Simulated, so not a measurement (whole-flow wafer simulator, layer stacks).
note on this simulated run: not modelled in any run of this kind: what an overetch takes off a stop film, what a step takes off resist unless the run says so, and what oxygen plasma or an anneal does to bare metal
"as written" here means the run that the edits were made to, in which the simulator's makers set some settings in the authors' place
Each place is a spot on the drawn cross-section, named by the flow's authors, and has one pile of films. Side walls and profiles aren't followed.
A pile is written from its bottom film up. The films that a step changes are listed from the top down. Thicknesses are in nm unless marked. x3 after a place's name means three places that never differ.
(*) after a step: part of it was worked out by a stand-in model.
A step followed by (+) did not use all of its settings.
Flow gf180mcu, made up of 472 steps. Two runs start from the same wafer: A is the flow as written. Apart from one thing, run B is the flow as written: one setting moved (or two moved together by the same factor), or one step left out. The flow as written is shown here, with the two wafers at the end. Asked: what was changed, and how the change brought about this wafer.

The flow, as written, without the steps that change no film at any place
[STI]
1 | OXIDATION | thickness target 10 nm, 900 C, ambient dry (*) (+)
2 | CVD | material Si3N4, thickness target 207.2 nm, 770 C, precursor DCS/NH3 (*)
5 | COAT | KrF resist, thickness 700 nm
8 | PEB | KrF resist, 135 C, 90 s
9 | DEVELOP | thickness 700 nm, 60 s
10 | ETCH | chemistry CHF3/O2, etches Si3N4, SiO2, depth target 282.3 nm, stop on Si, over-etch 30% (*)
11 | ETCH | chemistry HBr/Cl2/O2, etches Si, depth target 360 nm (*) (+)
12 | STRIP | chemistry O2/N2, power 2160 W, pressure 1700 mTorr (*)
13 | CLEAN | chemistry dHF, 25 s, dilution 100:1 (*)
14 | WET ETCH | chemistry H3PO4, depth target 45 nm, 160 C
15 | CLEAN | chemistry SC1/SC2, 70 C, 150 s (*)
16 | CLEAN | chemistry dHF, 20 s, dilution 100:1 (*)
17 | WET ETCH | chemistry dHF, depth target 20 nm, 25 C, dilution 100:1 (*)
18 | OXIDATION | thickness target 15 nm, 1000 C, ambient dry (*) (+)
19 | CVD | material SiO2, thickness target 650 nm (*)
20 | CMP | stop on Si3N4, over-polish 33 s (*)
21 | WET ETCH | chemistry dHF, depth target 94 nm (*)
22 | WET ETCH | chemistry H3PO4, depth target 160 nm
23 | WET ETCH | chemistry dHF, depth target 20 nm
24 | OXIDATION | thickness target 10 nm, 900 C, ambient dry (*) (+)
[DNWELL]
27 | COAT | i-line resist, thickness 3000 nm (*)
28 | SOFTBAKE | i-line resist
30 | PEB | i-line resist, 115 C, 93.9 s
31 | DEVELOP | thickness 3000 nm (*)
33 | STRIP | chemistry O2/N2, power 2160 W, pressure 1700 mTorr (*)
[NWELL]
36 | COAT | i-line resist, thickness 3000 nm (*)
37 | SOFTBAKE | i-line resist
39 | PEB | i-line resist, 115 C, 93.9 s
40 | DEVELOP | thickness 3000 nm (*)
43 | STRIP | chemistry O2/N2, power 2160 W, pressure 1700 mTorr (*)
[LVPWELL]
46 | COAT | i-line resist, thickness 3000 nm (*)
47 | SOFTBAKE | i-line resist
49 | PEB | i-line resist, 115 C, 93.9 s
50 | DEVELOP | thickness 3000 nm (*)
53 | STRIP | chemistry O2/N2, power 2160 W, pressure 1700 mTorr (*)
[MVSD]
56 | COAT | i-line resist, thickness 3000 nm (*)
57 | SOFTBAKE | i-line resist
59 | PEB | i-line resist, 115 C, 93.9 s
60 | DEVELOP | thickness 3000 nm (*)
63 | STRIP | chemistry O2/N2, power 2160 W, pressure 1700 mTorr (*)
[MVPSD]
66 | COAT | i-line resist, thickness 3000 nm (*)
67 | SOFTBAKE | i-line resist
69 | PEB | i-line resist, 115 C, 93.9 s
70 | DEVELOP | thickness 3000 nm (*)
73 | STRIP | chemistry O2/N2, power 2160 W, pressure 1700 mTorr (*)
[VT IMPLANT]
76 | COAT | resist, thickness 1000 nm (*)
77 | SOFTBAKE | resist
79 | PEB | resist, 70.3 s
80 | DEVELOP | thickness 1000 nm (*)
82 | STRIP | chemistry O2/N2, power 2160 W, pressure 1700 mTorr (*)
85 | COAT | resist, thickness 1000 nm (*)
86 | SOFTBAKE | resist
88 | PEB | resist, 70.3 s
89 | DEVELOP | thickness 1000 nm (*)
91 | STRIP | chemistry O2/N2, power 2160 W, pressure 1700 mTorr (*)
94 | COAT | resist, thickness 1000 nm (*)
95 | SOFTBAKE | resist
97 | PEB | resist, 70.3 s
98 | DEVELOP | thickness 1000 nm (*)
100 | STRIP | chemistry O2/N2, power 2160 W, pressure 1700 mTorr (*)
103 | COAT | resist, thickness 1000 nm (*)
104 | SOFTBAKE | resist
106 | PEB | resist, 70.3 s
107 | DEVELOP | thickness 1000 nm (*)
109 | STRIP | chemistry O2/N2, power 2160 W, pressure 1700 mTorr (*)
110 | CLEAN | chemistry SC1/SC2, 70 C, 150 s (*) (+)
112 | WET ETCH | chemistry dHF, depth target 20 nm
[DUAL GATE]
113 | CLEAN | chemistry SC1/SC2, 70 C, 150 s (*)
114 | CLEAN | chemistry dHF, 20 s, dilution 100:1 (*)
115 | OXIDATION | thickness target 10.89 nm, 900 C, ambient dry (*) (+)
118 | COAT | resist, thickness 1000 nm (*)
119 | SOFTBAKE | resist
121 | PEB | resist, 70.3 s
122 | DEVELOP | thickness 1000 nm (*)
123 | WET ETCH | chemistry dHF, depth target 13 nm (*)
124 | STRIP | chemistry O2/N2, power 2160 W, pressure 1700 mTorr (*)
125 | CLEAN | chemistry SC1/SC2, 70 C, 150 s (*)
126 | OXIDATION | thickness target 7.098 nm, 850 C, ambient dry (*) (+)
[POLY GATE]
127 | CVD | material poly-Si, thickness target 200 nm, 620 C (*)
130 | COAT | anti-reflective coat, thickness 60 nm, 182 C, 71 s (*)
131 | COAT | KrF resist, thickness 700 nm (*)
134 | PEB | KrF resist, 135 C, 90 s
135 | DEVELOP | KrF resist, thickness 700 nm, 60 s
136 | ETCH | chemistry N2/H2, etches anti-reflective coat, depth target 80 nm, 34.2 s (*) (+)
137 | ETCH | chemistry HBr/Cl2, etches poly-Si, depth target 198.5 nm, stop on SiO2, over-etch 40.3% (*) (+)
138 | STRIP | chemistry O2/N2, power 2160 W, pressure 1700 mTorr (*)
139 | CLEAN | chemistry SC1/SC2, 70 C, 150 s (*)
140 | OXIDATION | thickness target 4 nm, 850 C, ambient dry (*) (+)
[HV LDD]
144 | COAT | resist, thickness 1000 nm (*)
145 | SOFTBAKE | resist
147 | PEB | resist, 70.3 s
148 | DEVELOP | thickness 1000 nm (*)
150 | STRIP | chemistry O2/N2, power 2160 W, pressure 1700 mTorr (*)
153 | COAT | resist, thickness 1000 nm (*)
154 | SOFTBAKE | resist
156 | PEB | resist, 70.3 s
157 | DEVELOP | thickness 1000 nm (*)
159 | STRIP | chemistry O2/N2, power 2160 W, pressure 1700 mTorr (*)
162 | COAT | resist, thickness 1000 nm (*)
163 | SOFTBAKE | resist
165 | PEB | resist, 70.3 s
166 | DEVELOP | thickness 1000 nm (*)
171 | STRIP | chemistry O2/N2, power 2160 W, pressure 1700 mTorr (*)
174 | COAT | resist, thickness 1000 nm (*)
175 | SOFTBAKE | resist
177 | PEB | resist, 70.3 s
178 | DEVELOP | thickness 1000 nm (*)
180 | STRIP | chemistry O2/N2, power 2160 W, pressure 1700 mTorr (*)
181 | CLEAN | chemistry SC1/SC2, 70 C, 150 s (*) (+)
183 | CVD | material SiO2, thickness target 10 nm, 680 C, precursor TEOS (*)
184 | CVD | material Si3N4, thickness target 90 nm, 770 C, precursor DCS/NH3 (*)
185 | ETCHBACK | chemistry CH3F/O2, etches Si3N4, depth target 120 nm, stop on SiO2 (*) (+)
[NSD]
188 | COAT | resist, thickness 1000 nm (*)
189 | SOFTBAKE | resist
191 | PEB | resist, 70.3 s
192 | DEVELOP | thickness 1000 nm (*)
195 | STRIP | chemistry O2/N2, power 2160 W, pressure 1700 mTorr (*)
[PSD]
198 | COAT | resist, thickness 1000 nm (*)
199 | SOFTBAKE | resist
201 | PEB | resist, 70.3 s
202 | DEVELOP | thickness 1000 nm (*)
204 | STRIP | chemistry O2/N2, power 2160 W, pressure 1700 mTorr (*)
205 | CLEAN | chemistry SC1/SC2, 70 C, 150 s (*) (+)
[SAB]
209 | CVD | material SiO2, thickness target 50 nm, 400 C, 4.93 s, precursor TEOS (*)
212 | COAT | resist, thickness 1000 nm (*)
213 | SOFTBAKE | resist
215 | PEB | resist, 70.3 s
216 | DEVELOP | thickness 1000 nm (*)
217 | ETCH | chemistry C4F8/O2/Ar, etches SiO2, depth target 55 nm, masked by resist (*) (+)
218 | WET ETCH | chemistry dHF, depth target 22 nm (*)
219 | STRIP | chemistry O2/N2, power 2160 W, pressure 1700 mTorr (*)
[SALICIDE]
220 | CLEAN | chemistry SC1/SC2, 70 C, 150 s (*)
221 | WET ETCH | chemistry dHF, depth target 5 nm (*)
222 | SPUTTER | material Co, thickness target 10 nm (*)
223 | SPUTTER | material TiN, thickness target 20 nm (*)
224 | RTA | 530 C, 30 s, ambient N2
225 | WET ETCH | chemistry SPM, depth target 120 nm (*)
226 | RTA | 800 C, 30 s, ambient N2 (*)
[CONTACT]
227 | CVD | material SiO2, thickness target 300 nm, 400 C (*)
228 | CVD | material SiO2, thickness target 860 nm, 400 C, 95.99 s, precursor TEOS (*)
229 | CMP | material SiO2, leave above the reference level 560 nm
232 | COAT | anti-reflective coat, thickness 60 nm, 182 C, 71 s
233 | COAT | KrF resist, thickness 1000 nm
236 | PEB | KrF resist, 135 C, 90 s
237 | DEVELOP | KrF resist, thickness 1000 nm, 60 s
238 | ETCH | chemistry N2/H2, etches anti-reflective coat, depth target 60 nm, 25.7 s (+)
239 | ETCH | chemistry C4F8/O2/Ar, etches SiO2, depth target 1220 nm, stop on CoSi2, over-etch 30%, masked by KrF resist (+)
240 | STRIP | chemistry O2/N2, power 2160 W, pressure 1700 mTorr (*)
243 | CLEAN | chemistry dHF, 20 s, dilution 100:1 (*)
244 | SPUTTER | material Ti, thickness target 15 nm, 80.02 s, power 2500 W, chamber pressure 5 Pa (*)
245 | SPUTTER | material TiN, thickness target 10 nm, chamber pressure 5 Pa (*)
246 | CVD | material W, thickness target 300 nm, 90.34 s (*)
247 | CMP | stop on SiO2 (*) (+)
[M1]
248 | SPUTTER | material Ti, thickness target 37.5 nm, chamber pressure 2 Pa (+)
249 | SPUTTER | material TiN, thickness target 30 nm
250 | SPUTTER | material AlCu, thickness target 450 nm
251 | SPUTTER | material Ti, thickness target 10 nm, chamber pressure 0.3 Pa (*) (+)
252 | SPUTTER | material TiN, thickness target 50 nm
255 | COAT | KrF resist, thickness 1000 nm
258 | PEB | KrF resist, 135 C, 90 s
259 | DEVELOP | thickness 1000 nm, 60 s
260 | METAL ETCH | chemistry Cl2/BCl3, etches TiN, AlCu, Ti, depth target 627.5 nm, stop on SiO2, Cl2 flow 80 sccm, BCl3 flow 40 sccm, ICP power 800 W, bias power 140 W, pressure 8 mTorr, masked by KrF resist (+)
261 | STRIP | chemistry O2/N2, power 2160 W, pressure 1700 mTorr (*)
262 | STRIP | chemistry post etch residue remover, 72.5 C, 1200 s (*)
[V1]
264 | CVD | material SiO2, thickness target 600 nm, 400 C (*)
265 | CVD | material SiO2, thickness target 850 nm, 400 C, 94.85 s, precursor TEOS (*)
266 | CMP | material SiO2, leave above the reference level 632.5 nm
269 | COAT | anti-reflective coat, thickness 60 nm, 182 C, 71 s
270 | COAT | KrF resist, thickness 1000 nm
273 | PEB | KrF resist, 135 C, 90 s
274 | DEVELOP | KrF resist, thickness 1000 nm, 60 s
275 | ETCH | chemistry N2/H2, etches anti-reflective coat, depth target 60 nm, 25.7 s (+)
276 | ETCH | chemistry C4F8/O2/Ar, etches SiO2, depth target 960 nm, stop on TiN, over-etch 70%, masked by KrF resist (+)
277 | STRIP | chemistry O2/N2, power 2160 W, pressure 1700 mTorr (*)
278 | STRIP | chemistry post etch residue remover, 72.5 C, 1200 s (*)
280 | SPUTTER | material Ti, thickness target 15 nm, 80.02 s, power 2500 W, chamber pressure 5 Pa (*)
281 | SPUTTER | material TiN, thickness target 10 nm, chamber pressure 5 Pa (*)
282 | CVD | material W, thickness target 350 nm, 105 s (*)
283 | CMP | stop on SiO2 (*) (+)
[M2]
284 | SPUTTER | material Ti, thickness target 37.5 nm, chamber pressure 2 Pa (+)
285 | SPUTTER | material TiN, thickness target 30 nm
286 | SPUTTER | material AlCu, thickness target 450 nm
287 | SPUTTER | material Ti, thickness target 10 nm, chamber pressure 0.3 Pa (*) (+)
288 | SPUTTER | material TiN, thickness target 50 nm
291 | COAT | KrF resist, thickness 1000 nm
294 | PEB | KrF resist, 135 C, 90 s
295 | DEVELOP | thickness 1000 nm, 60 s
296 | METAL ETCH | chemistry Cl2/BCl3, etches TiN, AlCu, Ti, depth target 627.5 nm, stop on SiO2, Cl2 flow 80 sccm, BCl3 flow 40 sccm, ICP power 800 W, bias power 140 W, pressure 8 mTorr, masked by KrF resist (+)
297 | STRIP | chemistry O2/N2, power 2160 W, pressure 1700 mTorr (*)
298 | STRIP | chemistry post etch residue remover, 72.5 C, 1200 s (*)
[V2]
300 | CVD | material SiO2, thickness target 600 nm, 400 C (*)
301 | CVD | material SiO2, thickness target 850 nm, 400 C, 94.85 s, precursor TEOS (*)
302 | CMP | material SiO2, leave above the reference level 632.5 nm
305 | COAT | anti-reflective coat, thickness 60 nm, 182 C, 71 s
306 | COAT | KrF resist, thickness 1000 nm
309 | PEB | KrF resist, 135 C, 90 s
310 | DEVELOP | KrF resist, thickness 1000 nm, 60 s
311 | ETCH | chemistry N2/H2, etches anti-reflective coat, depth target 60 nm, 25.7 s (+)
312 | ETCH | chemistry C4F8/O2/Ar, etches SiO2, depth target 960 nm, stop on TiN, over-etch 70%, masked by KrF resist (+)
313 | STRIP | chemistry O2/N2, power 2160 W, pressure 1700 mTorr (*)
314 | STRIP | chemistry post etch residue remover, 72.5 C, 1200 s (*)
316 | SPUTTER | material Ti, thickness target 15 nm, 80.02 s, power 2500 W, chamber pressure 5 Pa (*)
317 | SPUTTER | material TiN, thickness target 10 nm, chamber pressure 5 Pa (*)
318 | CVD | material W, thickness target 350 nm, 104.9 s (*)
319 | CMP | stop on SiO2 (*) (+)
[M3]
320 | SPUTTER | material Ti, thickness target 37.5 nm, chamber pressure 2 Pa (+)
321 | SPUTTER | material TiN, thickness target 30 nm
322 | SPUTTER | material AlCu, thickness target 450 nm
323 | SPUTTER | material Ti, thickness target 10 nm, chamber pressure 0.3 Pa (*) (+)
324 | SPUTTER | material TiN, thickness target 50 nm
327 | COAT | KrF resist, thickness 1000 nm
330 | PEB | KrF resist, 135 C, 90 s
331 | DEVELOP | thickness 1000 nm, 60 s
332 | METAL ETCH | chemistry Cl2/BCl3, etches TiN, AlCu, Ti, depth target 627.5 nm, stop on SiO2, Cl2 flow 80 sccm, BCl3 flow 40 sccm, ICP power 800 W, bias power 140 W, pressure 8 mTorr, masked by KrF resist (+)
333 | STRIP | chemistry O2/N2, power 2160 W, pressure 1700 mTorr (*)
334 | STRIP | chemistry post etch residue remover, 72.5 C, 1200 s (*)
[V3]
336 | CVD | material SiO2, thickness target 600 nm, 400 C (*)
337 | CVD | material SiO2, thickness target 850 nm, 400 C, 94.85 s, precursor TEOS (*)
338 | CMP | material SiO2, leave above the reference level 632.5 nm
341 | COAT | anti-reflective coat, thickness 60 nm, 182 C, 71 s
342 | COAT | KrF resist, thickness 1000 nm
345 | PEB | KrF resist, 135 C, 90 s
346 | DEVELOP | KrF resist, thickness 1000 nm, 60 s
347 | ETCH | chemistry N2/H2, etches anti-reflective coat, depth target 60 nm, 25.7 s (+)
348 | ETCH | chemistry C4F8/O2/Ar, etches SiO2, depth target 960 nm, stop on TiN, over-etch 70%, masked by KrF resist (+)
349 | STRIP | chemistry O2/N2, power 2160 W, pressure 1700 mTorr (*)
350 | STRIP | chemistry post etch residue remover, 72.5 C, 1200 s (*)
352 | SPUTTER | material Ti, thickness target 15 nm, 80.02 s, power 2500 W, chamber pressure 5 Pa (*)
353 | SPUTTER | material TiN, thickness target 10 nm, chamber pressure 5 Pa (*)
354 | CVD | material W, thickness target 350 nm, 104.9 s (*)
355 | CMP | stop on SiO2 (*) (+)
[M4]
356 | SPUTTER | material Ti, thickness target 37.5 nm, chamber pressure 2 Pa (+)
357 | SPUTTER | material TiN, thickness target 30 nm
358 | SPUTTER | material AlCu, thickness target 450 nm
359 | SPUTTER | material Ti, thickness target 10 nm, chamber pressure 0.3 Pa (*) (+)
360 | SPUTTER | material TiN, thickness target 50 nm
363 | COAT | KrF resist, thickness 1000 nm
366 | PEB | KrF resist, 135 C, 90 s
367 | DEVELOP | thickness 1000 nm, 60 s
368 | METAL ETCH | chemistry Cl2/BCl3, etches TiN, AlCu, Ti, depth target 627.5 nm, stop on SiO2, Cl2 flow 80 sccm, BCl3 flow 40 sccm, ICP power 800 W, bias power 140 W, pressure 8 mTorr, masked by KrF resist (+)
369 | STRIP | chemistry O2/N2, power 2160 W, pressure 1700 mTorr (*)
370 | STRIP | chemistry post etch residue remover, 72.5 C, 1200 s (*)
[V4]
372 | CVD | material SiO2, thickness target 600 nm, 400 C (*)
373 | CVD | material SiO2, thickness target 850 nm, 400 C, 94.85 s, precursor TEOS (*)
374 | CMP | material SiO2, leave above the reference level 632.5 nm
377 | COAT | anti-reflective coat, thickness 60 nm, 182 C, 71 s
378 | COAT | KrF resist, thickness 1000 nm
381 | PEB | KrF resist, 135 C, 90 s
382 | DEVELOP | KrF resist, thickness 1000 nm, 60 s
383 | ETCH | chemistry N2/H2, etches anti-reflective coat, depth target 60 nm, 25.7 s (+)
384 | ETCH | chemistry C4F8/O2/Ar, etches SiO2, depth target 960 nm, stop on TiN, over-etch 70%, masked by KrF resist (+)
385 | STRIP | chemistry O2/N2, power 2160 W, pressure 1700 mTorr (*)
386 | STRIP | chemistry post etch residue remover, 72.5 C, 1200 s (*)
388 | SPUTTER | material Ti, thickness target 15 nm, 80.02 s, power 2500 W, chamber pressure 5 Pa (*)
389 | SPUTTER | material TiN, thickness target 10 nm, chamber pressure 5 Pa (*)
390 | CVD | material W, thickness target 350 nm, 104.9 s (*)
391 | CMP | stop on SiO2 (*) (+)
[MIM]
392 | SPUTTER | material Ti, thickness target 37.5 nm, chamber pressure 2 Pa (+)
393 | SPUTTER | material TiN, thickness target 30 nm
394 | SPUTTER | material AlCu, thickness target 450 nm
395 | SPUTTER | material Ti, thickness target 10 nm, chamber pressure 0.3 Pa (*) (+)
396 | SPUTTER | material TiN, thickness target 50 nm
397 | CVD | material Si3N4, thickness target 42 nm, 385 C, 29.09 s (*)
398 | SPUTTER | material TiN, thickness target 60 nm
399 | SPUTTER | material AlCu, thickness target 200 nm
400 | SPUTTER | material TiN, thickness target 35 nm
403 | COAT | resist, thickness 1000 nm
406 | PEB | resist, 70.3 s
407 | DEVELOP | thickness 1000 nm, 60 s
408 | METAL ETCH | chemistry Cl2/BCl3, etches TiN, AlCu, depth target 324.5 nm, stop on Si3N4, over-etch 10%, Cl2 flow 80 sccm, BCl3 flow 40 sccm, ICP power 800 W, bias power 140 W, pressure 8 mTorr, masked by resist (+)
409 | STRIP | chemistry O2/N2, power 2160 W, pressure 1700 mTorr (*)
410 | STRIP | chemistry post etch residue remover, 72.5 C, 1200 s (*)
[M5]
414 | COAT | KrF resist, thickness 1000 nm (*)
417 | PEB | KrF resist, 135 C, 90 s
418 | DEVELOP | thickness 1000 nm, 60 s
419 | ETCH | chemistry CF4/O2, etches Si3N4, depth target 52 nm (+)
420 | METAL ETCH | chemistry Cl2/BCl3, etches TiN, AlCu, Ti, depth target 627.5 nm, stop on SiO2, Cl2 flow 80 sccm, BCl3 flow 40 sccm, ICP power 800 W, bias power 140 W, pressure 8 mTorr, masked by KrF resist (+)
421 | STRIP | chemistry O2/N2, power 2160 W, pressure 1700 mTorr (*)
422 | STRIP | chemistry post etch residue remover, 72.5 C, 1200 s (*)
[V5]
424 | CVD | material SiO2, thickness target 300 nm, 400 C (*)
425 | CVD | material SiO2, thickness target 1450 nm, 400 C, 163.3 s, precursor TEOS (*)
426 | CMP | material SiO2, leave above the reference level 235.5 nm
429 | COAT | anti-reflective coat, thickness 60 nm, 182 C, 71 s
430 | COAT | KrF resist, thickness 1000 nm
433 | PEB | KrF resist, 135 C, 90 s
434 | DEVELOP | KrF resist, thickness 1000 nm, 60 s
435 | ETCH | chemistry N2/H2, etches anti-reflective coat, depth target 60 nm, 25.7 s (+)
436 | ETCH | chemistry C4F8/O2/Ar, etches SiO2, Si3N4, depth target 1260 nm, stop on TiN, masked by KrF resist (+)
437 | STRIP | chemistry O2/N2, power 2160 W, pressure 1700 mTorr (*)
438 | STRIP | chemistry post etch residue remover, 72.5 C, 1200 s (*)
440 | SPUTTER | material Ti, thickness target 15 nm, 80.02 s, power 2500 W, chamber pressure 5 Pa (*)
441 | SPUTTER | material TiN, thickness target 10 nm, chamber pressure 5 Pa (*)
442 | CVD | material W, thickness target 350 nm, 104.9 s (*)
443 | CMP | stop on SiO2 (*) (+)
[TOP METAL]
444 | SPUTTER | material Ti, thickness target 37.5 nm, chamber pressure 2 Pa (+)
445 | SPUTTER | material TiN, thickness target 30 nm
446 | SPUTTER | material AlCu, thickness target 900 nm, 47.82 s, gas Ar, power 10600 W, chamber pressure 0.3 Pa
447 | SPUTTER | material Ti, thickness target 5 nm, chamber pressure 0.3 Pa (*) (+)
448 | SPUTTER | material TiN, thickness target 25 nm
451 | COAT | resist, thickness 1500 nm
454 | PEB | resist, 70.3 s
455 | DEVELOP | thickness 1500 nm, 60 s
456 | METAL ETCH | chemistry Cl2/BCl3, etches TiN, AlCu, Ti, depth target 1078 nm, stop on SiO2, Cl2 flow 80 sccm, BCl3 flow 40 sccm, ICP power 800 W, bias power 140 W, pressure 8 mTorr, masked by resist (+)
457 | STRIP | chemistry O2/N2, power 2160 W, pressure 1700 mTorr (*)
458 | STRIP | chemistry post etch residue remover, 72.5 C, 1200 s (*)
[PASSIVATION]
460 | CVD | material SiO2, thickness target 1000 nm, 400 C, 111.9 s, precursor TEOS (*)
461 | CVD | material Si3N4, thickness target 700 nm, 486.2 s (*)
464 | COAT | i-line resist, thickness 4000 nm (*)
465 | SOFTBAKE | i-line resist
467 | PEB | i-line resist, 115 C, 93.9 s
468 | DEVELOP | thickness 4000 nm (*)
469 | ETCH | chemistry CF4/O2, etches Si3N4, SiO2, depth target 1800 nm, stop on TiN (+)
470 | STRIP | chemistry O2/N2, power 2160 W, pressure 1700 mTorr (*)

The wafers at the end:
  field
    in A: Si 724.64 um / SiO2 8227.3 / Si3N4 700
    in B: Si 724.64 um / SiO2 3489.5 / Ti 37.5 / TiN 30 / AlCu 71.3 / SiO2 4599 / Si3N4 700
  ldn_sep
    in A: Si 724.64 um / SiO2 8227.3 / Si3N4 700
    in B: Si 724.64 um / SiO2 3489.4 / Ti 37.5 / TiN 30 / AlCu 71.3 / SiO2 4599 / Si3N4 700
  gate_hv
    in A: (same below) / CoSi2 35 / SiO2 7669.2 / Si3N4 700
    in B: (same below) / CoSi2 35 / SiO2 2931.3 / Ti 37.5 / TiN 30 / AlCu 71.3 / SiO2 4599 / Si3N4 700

Cause: step 332, METAL ETCH: depth target 433 nm was run, though the flow has depth target 627.5 nm.

The path from the change to this, step by step:
  332 | METAL ETCH | chemistry Cl2/BCl3, etches TiN, AlCu, Ti, depth target 627.5 nm, stop on SiO2, Cl2 flow 80 sccm, BCl3 flow 40 sccm, ICP power 800 W, bias power 140 W, pressure 8 mTorr, masked by KrF resist (+)
      field, field__w1, field__w2 and 103 more: A TiN loses 50 (all of it), Ti loses 10 (all of it), AlCu loses 450 (all of it), TiN loses 30 (all of it), Ti loses 37.5 (all of it) | B TiN loses 50 (all of it), Ti loses 10 (all of it), AlCu loses 373
      field__w8, contact, m1, m1__w1, m1_nw: A KrF resist loses 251 | B KrF resist loses 173.2
  333 | STRIP | chemistry O2/N2, power 2160 W, pressure 1700 mTorr (*)
      field__w8, contact, m1, m1__w1, m1_nw: A KrF resist loses 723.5 (all of it) | B KrF resist loses 801.3 (all of it)
  334 | STRIP | chemistry post etch residue remover, 72.5 C, 1200 s (*)
      field, field__w1, field__w2 and 103 more: A nothing | B AlCu loses 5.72
  336 | CVD | material SiO2, thickness target 600 nm, 400 C (*)
      field, field__w1, field__w2 and 103 more: A SiO2 gains 600 | B SiO2 gains 600 (new film)
  338 | CMP | material SiO2, leave above the reference level 632.5 nm
      field, field__w1, field__w2 and 103 more: A SiO2 loses 300 | B SiO2 loses 438.8
With metal films that touch counted as one body, field has 1 body; the flow as written gives 0 bodies.
With metal films that touch counted as one body, ldn_sep has 1 body; the flow as written gives 0 bodies.
With metal films that touch counted as one body, gate_hv has 2 bodies (between them, from the top down: SiO2 2931.3); the flow as written gives 1 body.
